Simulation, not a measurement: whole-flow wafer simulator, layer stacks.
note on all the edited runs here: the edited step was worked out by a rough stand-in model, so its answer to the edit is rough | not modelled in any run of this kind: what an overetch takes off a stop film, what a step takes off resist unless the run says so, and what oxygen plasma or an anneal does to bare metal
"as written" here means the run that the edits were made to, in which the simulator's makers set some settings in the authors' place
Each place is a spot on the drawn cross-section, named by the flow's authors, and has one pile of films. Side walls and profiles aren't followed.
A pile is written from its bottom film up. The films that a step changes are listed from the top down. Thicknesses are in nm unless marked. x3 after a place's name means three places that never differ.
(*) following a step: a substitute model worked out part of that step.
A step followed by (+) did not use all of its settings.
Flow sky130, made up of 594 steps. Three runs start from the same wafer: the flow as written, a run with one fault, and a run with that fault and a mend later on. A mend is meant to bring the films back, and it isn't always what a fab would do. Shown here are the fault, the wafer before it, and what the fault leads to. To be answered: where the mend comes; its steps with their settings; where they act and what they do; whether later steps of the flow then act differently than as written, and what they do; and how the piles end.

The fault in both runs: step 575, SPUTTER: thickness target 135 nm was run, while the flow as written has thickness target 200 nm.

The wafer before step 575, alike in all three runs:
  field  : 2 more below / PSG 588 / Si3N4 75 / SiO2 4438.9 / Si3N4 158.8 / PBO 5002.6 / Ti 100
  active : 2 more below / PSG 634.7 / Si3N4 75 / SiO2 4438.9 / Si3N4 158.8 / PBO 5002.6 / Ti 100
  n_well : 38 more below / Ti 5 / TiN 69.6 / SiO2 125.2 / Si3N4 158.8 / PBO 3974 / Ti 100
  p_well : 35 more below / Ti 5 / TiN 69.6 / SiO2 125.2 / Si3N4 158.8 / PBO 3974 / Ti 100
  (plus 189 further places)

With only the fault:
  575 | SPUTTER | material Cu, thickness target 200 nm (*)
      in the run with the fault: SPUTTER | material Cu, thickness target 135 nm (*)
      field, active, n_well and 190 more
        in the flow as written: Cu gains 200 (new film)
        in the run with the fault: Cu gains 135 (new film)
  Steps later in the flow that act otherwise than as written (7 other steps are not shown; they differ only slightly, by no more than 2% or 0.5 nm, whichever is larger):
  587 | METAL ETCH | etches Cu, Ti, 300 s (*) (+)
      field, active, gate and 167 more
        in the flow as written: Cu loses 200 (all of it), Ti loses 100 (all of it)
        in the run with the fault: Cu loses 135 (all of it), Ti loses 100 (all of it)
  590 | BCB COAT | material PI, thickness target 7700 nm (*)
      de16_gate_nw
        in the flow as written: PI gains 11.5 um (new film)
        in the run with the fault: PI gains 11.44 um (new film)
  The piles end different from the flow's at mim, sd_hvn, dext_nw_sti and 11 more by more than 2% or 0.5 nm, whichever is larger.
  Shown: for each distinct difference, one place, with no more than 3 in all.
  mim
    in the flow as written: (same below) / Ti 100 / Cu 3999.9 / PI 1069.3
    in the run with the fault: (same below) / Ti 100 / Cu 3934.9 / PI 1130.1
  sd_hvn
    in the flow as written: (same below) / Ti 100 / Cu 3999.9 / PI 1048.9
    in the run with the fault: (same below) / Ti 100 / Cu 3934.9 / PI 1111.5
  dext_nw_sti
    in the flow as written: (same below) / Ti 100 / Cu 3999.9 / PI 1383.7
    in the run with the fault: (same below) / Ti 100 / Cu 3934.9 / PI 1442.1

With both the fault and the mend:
  The mend stands after step 582.
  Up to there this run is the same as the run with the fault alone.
  582a | STRIP | chemistry NMP, 80 C, 900 s
      wcut_nhv, wcut_phv, wcut_fox_pw and 23 more
        i-line resist loses 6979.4 (all of it)
      mim_edge_plate_strap, mim_edge_plate, mim_edge_gap, mim_edge_gap_sheet, vpp_l1ln, dnw_fox
        i-line resist loses 6980.8 (all of it)
      gate_len, gate_lvt_sd_len, gate_p_sd_len, gate_p_hvt_sd_len, gate_p_lvt_sd_len, gate_len_250
        i-line resist loses 6982 (all of it)
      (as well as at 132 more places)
  582b | SPUTTER | material Cu, thickness target 65 nm (*) (a further turn of the flow's step 575, with different settings)
      field, active, n_well and 190 more
        Cu gains 65
  582c | HMDS | 120 C, 60 s (a further turn of the flow's step 577)
      leaves every film unchanged at each place that is followed
  582d | COAT | i-line resist, thickness 7000 nm (*) (a further turn of the flow's step 578)
      dice_street, wcut_nhv, wcut_phv and 18 more
        i-line resist gains 7000 (new film)
      poly_ln, iso_pw_fox, gate_lvt_sd, active_lvt, spacer_lvt, sonos_sd, sonos_cell_x, sonos_guard_x
        i-line resist gains 7003.2 (new film)
      vpp_iso2, mim_edge_plate_strap, mim_edge_plate, mim_edge_gap, mim_edge_gap_sheet, gate_hv_nvt, de16_nw_sti
        i-line resist gains 7001.4 (new film)
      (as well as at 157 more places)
  582e | SOFTBAKE | i-line resist, 110 C, 180 s (a further turn of the flow's step 579)
      de16_gate_pw, de16_pw_fp, de16_pw_sti, de16_psrc_nw
        i-line resist loses 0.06
      field, active_lvt
        i-line resist gains 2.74
      mim, vcap_hvt
        i-line resist loses 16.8
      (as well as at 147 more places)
  582f | EXPOSE | photomask CU1M (a further turn of the flow's step 580)
      leaves every film unchanged at each place that is followed
  582g | PEB | i-line resist, 90 C, 60 s (a further turn of the flow's step 581)
      field, active, n_well and 134 more
        i-line resist loses 0.07
      pad
        i-line resist loses 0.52
  582h | DEVELOP | thickness 7000 nm (*) (a further turn of the flow's step 582)
      field, active, gate and 167 more
        i-line resist loses 20.6
      n_well, p_well, sd_n, sd_p
        i-line resist loses 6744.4 (all of it)
      dep_nw_sti, dep_ntap_nw, de16_nw_sti
        i-line resist loses 7000.7 (all of it)
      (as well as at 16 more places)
  None of the later steps of the flow acts differently than as written at any place that is followed.
  By the end, the piles equal the flow's at every place that both follow.
